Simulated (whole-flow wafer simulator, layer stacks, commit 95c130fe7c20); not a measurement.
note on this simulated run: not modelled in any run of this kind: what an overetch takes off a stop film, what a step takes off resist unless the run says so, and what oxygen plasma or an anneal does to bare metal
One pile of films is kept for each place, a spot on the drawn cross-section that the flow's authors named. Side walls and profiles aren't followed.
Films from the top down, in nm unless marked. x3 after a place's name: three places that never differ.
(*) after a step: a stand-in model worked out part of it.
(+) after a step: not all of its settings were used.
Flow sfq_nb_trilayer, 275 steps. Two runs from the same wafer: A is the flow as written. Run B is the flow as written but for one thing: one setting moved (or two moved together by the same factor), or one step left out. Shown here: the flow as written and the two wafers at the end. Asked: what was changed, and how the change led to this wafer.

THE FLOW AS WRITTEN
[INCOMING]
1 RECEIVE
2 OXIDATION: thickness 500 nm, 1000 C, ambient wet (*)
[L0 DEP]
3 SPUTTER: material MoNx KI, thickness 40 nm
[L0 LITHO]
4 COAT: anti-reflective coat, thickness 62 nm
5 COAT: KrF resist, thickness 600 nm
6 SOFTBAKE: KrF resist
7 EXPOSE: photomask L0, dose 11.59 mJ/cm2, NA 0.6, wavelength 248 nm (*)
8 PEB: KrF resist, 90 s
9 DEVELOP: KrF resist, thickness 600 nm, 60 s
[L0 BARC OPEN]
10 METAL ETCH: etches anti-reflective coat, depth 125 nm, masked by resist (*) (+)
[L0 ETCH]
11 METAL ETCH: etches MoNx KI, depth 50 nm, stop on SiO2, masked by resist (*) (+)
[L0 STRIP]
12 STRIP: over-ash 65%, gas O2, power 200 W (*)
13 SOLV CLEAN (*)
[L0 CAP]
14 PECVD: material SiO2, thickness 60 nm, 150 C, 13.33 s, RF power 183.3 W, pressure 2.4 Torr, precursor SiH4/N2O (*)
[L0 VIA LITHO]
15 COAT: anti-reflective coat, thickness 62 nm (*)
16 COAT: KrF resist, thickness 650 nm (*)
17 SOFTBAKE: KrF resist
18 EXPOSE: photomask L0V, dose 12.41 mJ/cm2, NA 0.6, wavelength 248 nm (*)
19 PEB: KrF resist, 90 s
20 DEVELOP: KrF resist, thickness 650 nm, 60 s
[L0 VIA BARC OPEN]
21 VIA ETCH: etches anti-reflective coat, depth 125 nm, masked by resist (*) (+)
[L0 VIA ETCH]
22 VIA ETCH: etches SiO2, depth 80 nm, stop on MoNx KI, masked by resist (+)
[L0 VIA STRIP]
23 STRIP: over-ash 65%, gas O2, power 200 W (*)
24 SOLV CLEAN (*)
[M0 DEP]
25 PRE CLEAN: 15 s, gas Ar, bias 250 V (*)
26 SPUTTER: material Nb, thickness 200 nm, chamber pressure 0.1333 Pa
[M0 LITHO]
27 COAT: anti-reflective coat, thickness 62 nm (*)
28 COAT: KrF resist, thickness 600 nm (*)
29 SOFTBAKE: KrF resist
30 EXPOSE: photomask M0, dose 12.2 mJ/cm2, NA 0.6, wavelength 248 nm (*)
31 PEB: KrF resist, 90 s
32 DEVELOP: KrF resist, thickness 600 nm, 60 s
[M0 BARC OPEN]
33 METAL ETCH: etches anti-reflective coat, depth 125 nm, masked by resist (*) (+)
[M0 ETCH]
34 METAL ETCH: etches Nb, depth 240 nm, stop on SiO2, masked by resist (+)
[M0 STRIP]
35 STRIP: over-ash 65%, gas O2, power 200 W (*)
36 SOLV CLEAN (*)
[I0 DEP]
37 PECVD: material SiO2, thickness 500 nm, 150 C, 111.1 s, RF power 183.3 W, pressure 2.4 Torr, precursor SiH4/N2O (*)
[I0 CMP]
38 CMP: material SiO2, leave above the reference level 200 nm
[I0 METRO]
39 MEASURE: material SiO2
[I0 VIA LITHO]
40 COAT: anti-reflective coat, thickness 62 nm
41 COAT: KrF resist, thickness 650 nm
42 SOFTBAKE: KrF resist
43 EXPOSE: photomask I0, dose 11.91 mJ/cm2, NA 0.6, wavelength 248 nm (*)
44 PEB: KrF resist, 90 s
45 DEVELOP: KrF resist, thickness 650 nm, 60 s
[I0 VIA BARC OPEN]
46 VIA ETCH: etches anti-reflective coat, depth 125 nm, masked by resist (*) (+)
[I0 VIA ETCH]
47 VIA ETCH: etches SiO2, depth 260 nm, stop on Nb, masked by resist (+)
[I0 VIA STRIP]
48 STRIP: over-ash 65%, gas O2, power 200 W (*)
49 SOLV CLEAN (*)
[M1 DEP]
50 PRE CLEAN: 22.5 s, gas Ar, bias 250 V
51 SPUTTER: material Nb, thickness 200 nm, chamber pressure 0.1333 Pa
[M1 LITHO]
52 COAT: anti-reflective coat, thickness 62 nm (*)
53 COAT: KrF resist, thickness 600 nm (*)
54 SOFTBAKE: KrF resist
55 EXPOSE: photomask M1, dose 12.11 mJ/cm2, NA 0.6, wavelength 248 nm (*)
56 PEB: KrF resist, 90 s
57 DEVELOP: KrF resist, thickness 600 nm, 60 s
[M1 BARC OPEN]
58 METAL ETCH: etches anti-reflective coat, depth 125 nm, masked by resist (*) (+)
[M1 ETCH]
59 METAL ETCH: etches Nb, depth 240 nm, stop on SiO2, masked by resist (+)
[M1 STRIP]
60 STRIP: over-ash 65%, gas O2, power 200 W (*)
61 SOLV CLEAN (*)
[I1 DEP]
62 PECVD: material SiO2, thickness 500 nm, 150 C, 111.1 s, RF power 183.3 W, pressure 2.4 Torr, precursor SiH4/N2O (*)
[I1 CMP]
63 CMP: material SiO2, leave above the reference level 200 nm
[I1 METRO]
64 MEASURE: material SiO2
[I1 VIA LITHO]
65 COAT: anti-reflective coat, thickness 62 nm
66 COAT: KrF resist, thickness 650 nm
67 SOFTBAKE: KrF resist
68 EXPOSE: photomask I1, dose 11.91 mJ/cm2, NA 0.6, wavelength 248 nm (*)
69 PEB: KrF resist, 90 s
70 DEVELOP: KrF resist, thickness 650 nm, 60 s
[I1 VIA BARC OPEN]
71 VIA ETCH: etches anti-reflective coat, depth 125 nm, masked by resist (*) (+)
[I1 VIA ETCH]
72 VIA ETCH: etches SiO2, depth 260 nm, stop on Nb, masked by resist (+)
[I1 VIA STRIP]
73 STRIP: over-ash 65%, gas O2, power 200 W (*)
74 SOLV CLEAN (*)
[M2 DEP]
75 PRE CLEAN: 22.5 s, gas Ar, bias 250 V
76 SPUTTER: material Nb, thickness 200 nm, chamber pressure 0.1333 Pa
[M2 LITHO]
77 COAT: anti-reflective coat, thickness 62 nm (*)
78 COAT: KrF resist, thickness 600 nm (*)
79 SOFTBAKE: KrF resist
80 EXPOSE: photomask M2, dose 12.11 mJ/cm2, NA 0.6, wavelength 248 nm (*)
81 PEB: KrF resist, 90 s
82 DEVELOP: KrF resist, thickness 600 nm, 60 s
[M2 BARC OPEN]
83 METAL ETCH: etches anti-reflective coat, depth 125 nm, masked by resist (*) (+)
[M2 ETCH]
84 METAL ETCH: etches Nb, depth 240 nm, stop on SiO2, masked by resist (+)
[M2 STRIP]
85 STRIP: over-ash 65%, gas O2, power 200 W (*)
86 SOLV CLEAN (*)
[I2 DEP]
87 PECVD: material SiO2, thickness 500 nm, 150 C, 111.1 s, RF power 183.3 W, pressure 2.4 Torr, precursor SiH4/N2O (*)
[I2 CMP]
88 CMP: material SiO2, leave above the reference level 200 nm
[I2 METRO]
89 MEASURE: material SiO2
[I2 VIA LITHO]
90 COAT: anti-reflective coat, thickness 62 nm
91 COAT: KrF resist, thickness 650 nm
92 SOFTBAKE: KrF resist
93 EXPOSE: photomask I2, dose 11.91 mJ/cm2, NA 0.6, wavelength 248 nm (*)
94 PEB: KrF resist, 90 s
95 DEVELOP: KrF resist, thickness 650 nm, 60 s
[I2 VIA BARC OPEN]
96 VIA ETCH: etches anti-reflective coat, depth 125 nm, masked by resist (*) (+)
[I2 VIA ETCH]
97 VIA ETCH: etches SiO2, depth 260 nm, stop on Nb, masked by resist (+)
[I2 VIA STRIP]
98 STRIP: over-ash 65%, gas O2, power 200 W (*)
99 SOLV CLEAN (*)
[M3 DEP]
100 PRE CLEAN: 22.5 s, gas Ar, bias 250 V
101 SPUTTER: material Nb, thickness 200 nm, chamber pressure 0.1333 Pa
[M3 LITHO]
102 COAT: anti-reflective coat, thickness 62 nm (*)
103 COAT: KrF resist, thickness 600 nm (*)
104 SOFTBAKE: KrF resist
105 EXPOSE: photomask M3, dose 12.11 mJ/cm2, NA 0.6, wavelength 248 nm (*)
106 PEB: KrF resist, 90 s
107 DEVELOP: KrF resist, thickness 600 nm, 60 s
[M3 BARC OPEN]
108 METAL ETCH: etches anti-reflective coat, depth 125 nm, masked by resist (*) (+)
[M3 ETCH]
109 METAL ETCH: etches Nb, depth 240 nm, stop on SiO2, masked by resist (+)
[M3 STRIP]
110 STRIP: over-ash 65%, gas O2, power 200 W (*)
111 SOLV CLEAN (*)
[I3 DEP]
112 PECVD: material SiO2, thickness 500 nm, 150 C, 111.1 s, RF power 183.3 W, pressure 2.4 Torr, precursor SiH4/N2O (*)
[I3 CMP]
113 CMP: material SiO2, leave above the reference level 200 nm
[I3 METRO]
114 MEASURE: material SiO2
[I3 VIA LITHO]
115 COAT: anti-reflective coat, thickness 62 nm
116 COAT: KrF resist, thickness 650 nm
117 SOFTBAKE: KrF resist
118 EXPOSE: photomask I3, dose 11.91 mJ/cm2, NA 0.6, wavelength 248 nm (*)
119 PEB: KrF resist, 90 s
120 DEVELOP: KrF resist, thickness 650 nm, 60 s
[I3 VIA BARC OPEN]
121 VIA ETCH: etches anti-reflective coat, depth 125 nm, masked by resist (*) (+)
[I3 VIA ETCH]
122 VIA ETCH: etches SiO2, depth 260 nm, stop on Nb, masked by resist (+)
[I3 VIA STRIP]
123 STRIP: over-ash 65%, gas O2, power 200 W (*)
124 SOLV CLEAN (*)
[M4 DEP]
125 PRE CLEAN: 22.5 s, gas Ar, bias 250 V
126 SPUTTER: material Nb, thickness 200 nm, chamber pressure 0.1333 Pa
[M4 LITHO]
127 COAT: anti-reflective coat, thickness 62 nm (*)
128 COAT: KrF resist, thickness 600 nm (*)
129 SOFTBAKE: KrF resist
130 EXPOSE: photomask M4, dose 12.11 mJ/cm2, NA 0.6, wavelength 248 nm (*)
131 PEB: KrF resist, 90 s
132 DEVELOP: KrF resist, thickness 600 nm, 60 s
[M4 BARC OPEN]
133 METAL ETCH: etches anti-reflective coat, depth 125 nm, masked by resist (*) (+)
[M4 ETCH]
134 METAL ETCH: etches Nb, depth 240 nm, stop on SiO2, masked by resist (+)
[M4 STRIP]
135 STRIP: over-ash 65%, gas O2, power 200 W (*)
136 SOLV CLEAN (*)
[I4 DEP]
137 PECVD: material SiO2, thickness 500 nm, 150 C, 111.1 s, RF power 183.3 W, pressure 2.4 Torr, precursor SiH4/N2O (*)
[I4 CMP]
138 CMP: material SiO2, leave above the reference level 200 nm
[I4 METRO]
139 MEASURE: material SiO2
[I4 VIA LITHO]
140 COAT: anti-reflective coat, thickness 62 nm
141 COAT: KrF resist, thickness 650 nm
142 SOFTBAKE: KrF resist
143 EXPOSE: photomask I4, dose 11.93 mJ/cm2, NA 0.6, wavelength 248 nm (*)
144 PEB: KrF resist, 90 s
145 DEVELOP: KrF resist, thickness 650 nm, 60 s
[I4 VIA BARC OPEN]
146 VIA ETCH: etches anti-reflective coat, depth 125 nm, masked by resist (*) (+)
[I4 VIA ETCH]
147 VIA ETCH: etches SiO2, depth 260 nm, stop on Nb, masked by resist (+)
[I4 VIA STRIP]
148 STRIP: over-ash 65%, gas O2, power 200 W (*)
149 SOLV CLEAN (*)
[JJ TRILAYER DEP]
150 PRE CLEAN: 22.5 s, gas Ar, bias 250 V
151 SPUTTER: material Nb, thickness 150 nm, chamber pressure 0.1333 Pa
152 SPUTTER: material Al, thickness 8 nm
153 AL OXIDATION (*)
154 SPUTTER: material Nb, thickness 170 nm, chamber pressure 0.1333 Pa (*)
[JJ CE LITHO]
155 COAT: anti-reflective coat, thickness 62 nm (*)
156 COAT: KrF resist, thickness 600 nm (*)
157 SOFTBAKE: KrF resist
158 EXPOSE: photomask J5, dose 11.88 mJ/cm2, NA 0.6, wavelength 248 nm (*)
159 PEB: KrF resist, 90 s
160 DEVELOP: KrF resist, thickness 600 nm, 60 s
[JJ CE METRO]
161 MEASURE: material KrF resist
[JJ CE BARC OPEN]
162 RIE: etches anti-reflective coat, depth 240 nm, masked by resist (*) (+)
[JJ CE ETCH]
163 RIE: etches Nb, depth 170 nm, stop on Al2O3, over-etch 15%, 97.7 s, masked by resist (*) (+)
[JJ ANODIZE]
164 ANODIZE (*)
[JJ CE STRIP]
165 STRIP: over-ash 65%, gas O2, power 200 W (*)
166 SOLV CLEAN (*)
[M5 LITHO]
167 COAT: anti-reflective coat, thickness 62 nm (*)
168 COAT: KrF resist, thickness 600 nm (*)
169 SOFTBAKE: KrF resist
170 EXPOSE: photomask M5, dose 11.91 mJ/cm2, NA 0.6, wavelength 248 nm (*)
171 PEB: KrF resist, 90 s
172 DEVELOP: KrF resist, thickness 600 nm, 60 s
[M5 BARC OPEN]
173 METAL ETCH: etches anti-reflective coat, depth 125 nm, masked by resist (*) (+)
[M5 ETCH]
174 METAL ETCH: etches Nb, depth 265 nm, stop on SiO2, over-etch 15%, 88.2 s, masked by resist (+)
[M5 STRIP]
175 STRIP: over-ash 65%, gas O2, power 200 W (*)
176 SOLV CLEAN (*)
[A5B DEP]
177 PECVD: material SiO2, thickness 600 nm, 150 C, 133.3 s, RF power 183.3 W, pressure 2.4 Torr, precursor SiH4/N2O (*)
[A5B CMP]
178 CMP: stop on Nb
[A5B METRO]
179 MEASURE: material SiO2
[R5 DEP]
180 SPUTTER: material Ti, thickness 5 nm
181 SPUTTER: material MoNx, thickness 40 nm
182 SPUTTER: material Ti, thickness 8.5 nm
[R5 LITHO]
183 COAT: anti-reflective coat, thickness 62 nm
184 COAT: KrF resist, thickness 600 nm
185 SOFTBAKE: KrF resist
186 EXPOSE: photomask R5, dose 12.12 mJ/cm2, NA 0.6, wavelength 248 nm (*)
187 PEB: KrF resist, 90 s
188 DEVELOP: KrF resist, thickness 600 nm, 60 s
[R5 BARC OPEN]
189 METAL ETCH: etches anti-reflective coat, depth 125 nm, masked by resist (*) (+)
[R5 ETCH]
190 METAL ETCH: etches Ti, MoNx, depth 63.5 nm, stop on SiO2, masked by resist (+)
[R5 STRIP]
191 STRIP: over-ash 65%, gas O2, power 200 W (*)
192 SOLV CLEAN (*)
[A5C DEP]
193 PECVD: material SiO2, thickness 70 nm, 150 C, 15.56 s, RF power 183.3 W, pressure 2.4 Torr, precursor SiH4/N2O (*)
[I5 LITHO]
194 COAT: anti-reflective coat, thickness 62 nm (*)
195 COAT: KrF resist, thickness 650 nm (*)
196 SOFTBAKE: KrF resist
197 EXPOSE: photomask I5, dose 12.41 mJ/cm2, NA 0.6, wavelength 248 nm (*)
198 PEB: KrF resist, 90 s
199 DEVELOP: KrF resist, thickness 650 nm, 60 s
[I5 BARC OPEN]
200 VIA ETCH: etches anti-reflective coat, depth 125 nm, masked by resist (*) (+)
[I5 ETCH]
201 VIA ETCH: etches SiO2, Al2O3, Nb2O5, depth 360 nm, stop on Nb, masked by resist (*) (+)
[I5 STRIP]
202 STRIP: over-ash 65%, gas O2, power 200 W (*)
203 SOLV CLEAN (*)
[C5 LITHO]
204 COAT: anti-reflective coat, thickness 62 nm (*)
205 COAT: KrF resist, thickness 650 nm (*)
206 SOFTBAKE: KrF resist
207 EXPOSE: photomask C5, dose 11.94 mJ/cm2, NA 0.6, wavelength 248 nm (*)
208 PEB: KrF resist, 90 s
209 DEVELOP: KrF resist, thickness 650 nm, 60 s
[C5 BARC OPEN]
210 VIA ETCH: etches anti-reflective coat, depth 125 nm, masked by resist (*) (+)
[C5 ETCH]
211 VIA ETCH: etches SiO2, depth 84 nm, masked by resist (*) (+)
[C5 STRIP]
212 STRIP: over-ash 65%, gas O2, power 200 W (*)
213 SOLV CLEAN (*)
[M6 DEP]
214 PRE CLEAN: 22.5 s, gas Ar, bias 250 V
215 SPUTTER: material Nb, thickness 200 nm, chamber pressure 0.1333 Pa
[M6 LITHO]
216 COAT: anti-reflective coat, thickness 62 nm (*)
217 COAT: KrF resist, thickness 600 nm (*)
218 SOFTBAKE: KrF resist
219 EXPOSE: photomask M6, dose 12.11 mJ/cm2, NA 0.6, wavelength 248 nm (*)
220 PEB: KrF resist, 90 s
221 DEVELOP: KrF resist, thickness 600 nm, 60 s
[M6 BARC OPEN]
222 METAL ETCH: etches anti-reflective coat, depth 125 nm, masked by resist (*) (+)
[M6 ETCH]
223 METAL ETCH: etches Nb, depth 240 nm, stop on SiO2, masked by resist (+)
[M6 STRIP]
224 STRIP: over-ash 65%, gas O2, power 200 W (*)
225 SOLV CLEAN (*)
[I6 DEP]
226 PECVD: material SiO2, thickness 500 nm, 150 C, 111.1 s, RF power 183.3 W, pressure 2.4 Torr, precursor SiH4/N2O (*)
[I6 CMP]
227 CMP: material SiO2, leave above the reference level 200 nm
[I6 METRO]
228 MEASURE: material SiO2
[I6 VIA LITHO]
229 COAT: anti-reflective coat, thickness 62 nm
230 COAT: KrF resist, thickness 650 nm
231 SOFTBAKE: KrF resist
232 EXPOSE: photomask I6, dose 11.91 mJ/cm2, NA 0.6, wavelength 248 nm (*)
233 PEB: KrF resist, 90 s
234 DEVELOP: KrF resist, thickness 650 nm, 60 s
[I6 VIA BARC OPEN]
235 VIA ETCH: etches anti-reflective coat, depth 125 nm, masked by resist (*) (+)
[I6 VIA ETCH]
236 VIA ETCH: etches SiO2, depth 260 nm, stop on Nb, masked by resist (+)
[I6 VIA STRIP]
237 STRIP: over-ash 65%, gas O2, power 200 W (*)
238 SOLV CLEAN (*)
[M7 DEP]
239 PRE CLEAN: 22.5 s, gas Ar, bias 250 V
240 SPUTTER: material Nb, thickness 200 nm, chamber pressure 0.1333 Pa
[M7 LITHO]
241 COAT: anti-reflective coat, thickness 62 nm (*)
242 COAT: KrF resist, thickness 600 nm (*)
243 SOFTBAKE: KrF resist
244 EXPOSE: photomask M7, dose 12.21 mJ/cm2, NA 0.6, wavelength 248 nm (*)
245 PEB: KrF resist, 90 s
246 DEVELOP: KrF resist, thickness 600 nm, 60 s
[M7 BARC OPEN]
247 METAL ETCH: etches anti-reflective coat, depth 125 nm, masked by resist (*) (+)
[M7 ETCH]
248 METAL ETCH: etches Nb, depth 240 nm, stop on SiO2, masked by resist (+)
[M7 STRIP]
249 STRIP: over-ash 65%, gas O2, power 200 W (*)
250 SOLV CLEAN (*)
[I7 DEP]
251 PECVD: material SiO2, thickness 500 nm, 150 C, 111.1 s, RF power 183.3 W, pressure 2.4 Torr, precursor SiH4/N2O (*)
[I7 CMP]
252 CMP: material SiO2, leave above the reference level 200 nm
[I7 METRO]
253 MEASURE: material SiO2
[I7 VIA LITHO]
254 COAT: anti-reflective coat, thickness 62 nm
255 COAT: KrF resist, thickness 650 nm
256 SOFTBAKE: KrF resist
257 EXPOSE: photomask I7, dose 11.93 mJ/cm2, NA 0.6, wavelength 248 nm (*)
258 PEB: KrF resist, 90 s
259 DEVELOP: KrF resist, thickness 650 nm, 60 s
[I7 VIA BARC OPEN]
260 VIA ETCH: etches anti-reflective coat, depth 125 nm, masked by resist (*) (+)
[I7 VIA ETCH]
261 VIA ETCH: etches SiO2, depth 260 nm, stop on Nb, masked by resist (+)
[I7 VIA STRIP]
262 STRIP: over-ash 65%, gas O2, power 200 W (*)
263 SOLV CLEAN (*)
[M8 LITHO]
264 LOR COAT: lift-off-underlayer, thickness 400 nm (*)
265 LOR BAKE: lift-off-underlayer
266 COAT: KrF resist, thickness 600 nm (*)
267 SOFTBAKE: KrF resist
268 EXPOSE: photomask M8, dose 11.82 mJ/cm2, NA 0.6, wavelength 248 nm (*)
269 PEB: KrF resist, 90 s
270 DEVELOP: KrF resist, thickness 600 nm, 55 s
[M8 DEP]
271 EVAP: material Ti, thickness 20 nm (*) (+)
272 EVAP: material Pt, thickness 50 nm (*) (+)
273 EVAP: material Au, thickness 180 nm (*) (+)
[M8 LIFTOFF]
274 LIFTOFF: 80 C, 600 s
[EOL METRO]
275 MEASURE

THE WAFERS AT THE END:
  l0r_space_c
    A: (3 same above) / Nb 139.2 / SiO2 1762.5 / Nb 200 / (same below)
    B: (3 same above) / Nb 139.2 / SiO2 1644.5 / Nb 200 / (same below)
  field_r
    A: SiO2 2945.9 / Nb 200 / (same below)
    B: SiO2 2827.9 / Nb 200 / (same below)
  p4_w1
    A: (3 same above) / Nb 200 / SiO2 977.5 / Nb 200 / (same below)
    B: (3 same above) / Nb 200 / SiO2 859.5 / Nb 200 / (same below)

The cause: step 38, CMP: leave above the reference level 82 nm was run, where the flow has leave above the reference level 200 nm.

How the change led to this, step by step:
  38 CMP: material SiO2, leave above the reference level 200 nm
      v_sur, via_wl, via_w and 94 more: A SiO2 -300 | B SiO2 -418
      field_l, l0_sur, l0r_line_l, l0r_line_c, l0r_line_r: A SiO2 -340 | B SiO2 -458
      (and at 4 more places)
  47 VIA ETCH: etches SiO2, depth 260 nm, stop on Nb, masked by resist (+)
      field_l, v_sur, via_wl and 102 more: A KrF resist -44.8 | B KrF resist -21.2
      via_w: A SiO2 -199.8 (all of it) | B SiO2 -81.8 (all of it)
  48 STRIP: over-ash 65%, gas O2, power 200 W (*)
      field_l, v_sur, via_wl and 102 more: A KrF resist -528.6 (all of it), anti-reflective coat -62 (all of it) | B KrF resist -552.3 (all of it), anti-reflective coat -62 (all of it)
  51 SPUTTER: material Nb, thickness 200 nm, chamber pressure 0.1333 Pa
      via_w: A Nb +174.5 | B Nb +196.9
  52 COAT: anti-reflective coat, thickness 62 nm (*)
      v_sur: A anti-reflective coat +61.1 (new film) | B anti-reflective coat +58.3 (new film)
      via_wl: A anti-reflective coat +33.8 (new film) | B anti-reflective coat +41.1 (new film)
      (and at 2 more places)
  53 COAT: KrF resist, thickness 600 nm (*)
      v_sur: A KrF resist +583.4 (new film) | B KrF resist +596 (new film)
      via_w: A KrF resist +731.8 (new film) | B KrF resist +638.8 (new film)
  60 STRIP: over-ash 65%, gas O2, power 200 W (*)
      v_sur: A KrF resist -365.9 (all of it), anti-reflective coat -61.1 (all of it) | B KrF resist -378.4 (all of it), anti-reflective coat -58.3 (all of it)
      via_wl: A KrF resist -385.5 (all of it), anti-reflective coat -33.8 (all of it) | B KrF resist -392.7 (all of it), anti-reflective coat -41.1 (all of it)
      (and at 3 more places)
  62 PECVD: material SiO2, thickness 500 nm, 150 C, 111.1 s, RF power 183.3 W, pressure 2.4 Torr, precursor SiH4/N2O (*)
      via_w: A SiO2 +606 (new film) | B SiO2 +500 (new film)
  63 CMP: material SiO2, leave above the reference level 200 nm
      via_w: A SiO2 -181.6 | B SiO2 -216
